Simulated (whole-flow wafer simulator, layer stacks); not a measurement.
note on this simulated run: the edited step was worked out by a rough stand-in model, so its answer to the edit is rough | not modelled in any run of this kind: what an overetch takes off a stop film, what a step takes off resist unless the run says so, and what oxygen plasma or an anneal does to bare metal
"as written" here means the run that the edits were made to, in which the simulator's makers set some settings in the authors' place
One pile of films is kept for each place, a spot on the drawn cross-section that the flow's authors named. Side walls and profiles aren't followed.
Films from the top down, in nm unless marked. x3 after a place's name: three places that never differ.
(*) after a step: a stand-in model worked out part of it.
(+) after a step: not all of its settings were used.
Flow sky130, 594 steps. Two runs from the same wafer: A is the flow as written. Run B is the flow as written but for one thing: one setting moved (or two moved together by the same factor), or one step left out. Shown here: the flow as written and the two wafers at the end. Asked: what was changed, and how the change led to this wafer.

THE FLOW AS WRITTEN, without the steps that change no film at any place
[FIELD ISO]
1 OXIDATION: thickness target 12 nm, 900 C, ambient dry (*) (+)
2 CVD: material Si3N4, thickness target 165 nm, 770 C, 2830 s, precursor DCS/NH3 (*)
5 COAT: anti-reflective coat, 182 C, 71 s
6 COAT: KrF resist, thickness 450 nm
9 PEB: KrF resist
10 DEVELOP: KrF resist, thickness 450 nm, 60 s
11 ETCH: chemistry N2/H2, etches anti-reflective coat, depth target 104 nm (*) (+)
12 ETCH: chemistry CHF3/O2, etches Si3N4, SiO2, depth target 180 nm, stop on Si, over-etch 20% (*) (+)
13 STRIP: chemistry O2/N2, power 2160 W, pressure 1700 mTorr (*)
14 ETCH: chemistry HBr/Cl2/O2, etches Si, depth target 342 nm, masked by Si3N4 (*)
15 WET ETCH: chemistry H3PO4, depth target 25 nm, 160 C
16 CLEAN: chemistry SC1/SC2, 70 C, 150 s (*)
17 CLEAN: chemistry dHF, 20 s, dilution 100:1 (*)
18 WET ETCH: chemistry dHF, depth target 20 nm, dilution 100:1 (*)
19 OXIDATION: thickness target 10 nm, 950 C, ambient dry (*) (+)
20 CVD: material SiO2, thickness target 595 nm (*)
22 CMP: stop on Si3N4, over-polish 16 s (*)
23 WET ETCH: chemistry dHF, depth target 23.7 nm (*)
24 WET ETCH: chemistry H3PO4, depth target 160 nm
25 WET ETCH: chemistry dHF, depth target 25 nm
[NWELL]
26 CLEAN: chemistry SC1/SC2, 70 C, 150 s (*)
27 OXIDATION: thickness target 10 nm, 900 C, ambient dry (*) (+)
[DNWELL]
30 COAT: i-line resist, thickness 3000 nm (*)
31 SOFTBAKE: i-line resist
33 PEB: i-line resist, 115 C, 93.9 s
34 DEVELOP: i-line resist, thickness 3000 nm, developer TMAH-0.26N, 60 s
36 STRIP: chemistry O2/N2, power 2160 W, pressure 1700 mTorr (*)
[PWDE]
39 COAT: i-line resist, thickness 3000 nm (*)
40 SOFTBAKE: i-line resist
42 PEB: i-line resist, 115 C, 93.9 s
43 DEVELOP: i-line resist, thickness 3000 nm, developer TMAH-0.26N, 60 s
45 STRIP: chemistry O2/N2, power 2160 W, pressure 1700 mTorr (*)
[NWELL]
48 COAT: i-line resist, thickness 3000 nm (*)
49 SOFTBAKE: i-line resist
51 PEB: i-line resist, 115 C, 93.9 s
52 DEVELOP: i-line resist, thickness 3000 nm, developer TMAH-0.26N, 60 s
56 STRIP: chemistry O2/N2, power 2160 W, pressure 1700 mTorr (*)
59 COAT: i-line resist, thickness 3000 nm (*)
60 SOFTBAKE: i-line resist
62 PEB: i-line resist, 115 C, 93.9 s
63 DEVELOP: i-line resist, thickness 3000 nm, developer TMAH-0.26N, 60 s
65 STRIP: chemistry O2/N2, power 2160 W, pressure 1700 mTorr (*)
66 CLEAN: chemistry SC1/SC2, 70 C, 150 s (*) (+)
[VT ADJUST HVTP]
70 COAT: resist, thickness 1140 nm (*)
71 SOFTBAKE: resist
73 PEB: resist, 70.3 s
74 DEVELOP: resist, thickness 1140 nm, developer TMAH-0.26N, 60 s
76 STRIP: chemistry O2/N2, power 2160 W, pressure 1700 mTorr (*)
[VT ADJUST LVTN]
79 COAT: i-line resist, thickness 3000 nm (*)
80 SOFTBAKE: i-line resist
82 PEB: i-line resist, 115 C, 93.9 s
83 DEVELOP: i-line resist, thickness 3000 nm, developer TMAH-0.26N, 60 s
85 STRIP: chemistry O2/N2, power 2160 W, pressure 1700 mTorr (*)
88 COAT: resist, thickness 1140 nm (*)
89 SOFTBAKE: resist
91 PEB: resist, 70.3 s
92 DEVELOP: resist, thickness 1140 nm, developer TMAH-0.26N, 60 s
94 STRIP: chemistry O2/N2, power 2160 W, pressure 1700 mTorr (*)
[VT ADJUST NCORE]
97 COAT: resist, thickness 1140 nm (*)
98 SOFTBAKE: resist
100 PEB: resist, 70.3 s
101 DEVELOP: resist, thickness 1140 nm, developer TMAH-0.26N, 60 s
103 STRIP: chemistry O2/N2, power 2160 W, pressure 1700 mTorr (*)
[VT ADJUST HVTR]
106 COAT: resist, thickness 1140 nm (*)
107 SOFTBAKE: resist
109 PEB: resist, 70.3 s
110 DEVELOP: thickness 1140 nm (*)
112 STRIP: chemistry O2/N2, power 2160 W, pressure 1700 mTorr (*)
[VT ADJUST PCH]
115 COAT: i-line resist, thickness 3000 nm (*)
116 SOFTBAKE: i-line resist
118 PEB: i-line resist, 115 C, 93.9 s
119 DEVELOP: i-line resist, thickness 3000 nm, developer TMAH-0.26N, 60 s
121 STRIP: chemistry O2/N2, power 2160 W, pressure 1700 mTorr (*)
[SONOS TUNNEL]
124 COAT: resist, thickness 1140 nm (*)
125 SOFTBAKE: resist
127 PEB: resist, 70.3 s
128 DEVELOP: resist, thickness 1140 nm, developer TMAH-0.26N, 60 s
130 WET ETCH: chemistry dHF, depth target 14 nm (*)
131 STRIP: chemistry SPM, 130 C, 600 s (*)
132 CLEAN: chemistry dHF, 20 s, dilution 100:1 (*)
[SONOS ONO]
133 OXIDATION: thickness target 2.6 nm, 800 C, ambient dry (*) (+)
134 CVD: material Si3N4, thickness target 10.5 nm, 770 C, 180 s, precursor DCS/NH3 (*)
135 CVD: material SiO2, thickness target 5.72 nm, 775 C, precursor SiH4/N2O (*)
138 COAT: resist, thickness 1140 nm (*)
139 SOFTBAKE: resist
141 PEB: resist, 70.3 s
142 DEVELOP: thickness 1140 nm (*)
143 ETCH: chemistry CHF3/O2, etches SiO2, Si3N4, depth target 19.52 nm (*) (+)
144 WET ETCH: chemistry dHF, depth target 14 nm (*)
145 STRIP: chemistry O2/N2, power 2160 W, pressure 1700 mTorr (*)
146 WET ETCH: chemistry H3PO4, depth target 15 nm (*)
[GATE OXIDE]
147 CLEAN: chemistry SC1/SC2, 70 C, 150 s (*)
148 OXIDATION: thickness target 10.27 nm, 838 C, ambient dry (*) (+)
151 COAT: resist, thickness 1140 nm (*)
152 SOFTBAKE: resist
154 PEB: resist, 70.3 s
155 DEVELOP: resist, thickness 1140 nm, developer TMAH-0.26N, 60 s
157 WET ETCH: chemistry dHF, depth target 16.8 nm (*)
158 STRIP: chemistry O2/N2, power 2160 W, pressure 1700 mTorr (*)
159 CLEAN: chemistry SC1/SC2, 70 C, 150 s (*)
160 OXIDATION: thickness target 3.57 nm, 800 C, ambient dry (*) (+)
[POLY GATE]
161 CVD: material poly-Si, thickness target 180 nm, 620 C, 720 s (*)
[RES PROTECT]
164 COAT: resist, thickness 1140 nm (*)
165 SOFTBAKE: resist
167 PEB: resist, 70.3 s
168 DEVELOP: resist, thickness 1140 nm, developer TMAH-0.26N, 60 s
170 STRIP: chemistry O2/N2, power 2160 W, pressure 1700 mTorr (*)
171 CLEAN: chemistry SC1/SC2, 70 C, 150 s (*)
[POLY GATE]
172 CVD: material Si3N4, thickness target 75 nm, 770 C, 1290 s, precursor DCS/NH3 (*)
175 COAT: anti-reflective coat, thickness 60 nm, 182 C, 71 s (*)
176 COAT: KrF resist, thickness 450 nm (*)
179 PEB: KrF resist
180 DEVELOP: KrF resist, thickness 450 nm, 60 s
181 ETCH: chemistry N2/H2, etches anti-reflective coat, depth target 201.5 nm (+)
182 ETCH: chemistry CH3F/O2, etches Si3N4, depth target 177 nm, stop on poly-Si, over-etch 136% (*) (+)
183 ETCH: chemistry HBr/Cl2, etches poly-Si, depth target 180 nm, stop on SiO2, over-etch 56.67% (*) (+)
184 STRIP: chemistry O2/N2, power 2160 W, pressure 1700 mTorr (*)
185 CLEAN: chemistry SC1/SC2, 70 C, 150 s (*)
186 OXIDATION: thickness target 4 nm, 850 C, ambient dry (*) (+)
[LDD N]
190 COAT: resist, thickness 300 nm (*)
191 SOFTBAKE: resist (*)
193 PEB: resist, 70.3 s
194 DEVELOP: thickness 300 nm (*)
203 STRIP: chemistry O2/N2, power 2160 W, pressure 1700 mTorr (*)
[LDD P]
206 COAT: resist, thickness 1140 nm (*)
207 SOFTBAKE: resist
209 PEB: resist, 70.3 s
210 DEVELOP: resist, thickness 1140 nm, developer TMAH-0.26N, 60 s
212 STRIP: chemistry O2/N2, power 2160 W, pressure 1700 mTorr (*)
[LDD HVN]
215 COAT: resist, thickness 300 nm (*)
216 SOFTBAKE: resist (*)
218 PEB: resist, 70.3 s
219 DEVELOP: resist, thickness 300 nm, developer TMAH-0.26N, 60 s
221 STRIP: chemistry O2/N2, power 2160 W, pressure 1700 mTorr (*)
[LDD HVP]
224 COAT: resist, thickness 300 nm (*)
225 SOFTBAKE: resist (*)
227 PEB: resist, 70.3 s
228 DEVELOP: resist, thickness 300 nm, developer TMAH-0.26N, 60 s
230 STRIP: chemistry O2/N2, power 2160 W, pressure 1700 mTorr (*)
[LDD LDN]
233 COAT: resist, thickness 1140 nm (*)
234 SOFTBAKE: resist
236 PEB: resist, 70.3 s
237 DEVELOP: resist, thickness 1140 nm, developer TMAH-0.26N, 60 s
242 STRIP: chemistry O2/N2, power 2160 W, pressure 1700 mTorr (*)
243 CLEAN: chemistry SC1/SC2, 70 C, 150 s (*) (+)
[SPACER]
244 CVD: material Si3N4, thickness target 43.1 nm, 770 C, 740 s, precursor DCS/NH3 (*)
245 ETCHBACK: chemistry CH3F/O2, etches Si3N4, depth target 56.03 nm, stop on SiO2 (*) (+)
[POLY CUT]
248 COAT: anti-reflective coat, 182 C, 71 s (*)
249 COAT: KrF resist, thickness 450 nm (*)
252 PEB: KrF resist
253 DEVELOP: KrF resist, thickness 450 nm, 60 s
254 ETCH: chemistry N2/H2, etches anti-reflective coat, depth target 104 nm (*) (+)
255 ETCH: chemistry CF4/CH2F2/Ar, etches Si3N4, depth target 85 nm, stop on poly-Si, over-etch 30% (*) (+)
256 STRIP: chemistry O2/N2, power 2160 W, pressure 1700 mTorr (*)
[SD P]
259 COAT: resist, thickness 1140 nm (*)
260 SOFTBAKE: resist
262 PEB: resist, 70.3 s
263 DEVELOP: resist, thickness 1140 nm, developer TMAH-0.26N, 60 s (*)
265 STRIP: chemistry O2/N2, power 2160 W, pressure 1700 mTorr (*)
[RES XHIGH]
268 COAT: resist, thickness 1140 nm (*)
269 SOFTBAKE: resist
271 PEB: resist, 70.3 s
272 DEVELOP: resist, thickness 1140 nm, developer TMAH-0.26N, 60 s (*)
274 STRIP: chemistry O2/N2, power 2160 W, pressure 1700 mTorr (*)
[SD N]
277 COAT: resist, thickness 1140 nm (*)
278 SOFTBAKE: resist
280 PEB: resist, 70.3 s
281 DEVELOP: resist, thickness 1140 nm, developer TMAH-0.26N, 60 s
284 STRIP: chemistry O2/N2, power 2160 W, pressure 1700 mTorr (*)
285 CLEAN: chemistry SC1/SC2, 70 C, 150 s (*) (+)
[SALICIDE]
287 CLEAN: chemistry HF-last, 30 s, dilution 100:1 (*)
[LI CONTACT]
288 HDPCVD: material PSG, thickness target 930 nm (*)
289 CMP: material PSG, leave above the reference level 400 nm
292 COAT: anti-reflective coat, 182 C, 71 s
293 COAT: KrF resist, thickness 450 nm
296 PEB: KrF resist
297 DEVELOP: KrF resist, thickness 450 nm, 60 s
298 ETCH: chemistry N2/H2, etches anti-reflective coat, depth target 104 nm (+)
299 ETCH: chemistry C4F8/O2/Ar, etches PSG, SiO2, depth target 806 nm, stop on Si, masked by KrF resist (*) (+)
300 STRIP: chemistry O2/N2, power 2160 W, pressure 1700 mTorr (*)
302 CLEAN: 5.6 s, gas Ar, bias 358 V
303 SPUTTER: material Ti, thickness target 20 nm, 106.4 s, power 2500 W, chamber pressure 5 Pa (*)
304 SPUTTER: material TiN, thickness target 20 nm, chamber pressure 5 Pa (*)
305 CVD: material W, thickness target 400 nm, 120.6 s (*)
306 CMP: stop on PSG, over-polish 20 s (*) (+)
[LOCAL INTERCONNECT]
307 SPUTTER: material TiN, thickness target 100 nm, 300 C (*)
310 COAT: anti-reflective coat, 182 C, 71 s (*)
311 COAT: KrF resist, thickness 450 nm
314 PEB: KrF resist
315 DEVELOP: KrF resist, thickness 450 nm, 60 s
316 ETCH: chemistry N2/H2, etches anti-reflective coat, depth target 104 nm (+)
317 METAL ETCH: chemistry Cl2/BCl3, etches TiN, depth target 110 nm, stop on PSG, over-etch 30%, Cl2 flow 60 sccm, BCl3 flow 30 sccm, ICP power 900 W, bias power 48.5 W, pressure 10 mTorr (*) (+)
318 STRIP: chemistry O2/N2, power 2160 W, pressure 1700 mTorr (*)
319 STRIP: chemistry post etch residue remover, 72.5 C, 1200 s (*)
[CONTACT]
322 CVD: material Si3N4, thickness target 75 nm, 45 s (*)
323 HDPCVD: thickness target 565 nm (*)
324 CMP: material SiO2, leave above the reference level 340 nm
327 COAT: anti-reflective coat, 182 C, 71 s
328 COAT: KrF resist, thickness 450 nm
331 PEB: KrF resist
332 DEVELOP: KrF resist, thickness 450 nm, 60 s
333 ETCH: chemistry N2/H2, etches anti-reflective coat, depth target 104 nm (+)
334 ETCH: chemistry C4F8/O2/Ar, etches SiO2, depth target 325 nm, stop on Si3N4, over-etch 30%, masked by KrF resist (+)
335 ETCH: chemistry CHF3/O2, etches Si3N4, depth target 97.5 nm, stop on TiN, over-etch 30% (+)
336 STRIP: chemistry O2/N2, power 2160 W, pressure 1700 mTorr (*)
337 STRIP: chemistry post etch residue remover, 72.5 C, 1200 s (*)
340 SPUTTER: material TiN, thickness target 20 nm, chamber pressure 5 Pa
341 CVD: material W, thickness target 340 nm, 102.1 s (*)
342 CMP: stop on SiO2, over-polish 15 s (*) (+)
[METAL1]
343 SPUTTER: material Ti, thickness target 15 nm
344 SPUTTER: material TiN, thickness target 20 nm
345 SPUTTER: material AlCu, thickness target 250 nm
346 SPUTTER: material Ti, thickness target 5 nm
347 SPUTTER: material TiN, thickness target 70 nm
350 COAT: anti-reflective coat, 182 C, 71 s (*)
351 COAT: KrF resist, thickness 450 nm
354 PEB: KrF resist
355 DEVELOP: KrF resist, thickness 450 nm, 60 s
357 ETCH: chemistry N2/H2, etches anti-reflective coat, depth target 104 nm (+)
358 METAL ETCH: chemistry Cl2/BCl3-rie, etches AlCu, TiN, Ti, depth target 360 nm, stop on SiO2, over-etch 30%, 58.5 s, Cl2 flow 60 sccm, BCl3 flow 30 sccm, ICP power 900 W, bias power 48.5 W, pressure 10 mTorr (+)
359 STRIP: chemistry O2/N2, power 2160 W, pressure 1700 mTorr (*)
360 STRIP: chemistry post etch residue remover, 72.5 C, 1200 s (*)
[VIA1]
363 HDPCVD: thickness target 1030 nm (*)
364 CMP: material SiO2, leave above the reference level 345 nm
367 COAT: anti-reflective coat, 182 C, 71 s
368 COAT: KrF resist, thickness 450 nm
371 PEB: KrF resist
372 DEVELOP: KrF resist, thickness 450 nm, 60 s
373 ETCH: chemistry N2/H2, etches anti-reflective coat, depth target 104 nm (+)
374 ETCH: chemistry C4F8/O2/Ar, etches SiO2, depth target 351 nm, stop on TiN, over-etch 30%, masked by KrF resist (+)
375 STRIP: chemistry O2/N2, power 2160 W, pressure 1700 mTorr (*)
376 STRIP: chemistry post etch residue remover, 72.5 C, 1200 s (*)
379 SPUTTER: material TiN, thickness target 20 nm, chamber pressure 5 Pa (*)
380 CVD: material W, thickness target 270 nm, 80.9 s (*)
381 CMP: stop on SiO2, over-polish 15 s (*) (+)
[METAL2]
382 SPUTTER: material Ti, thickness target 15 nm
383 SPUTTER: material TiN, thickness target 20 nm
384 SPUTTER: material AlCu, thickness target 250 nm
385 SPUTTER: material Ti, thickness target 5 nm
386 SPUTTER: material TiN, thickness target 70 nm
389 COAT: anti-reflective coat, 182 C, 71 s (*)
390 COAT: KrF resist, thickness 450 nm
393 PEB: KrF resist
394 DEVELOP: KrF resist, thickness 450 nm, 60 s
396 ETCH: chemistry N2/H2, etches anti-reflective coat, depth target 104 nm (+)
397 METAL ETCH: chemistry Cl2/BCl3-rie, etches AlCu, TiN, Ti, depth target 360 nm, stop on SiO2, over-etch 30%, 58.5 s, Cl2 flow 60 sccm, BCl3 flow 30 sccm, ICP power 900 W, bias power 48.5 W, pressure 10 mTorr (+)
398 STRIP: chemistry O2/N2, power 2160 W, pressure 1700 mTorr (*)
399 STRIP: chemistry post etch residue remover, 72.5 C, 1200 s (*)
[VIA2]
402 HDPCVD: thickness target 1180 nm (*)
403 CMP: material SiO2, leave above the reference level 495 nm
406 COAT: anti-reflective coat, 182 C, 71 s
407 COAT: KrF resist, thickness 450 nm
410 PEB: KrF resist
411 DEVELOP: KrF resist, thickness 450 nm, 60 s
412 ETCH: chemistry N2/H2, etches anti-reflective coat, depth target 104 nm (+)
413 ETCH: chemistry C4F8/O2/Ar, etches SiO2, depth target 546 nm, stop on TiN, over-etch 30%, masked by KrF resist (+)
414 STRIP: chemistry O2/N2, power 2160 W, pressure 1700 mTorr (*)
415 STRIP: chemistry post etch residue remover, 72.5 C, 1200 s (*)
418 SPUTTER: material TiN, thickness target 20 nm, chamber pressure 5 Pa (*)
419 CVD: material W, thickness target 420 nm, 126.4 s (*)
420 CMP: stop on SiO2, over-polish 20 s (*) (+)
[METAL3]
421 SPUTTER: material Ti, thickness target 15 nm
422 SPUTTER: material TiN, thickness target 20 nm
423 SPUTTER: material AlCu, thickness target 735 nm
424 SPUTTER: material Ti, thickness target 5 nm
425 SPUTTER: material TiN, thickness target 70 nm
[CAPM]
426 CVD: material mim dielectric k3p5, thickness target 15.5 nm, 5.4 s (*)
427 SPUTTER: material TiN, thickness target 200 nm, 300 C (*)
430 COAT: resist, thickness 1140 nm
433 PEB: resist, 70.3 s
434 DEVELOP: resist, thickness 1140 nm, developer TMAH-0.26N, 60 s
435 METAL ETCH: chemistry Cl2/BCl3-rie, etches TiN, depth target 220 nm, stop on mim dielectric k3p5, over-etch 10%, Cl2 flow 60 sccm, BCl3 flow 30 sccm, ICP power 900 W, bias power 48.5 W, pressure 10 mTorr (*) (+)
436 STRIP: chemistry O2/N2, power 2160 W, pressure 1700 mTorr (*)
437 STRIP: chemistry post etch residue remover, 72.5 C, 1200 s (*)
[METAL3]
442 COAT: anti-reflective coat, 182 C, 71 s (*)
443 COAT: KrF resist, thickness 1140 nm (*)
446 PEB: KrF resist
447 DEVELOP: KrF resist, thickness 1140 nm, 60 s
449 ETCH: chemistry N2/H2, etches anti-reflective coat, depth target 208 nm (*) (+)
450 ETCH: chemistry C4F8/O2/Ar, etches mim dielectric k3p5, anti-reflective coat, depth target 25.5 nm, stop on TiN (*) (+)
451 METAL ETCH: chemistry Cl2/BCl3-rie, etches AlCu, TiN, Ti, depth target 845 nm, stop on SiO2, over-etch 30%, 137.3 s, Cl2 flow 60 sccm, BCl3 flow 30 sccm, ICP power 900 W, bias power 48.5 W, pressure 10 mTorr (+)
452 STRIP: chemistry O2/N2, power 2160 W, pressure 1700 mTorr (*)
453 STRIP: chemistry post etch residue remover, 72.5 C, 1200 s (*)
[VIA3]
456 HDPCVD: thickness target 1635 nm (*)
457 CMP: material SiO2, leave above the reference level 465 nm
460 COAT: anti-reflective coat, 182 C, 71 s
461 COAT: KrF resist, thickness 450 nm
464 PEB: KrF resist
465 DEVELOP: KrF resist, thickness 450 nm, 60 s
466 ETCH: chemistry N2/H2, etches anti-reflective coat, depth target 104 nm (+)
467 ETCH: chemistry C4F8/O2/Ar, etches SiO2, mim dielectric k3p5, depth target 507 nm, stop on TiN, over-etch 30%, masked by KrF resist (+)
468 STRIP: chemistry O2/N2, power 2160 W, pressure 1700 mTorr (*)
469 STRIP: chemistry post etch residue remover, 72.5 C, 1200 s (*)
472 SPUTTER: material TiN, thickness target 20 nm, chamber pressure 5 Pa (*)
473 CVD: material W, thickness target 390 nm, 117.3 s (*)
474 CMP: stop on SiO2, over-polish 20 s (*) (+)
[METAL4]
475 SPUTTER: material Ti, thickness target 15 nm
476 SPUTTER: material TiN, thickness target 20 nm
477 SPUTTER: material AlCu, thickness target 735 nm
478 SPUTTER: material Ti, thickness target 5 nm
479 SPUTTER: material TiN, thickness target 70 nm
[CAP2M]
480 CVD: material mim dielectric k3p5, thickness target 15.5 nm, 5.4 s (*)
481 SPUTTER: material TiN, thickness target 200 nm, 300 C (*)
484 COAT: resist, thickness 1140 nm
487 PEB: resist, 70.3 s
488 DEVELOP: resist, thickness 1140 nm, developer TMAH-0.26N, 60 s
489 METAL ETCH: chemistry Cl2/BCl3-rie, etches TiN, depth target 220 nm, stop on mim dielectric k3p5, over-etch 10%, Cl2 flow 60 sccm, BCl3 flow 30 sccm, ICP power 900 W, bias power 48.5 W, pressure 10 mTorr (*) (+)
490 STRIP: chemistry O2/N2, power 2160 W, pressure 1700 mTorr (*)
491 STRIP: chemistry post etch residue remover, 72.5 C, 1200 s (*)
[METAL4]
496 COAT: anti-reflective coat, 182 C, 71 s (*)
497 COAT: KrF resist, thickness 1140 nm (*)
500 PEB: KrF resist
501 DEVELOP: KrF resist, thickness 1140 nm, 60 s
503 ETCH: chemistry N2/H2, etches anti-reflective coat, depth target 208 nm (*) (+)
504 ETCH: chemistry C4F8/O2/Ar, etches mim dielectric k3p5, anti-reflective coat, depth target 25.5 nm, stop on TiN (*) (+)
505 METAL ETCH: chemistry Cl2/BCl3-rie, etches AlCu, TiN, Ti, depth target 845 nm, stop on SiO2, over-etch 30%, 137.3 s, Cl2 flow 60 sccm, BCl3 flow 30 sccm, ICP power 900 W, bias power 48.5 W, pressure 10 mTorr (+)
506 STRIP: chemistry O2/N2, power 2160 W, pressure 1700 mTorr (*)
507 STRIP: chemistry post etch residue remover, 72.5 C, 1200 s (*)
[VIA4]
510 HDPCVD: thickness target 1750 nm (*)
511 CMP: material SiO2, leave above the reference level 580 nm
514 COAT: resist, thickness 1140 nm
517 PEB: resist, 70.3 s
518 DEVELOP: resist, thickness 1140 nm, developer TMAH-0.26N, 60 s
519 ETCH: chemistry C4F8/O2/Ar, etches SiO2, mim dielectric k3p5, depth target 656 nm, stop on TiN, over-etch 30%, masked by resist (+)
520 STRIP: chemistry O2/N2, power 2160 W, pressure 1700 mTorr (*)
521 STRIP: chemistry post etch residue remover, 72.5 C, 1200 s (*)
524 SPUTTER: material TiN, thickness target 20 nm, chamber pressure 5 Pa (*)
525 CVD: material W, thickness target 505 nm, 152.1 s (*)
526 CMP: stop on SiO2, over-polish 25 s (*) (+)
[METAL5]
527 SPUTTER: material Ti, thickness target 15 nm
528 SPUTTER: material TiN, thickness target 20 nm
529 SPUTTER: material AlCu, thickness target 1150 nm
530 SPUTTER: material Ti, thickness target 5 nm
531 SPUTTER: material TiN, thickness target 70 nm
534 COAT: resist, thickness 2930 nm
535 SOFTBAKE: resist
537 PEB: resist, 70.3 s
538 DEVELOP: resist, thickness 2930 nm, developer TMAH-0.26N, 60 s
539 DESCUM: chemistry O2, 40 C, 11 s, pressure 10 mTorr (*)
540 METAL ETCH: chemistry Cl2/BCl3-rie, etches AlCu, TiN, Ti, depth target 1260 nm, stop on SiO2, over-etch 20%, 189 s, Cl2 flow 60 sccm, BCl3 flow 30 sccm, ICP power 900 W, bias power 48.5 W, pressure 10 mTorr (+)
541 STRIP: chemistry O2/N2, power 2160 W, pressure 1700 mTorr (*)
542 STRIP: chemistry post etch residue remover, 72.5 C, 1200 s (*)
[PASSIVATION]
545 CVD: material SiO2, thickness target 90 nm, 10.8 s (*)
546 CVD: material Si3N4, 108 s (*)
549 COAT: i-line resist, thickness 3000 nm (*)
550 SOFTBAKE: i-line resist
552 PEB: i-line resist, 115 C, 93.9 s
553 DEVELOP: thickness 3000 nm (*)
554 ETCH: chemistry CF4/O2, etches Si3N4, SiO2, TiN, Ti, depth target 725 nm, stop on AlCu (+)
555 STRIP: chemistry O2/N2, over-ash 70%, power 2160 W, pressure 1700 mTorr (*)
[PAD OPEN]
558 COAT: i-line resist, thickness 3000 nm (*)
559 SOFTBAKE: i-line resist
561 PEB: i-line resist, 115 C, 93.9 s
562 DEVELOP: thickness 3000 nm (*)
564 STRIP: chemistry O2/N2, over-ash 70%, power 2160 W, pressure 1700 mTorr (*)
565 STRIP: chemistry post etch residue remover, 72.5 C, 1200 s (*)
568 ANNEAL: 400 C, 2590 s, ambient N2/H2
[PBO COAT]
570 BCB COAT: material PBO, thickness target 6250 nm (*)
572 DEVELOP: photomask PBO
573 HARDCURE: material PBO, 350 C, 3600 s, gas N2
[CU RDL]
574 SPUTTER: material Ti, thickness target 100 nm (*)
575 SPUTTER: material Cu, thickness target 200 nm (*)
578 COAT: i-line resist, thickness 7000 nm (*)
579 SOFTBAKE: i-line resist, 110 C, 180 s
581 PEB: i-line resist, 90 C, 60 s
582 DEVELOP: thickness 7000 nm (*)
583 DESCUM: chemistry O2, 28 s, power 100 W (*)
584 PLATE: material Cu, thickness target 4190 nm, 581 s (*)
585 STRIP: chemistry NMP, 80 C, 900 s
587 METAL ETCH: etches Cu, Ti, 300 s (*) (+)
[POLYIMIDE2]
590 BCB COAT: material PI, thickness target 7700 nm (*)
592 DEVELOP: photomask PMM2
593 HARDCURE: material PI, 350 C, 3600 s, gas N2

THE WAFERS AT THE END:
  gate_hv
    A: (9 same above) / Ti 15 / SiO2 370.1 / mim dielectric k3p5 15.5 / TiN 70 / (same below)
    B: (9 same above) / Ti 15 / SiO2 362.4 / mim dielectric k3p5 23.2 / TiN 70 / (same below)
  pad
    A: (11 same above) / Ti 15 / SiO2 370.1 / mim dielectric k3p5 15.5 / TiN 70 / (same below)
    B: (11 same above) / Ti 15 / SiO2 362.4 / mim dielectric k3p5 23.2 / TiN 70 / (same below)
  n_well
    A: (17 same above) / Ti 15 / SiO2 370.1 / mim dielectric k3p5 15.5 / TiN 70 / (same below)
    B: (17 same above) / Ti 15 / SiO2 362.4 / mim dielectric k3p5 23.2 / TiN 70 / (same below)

The cause: step 426, CVD: thickness target 23.2 nm was run, where the flow has thickness target 15.5 nm; step 426, CVD: 8.1 s was run, where the flow has 5.4 s.
It can be read off the wafer: gate_hv has mim dielectric k3p5 23.2, and step 426 as written asks for 15.5 nm.

How the change led to this, step by step:
  426 CVD: material mim dielectric k3p5, thickness target 15.5 nm, 5.4 s (*)
      field, active, n_well and 188 more: A mim dielectric k3p5 +15.5 (new film) | B mim dielectric k3p5 +23.2 (new film)
  450 ETCH: chemistry C4F8/O2/Ar, etches mim dielectric k3p5, anti-reflective coat, depth target 25.5 nm, stop on TiN (*) (+)
      n_well, p_well, gate_hv and 104 more: A KrF resist -15.5 | B KrF resist -17
      field, active, gate and 82 more: A mim dielectric k3p5 -15.5 (all of it) | B mim dielectric k3p5 -23.2 (all of it)
  467 ETCH: chemistry C4F8/O2/Ar, etches SiO2, mim dielectric k3p5, depth target 507 nm, stop on TiN, over-etch 30%, masked by KrF resist (+)
      m1: A SiO2 -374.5 (all of it), mim dielectric k3p5 -15.5 (all of it) | B SiO2 -366.8 (all of it), mim dielectric k3p5 -23.2 (all of it)
      via3_hole: A SiO2 -373.9 (all of it), mim dielectric k3p5 -15.5 (all of it) | B SiO2 -366.2 (all of it), mim dielectric k3p5 -23.2 (all of it)
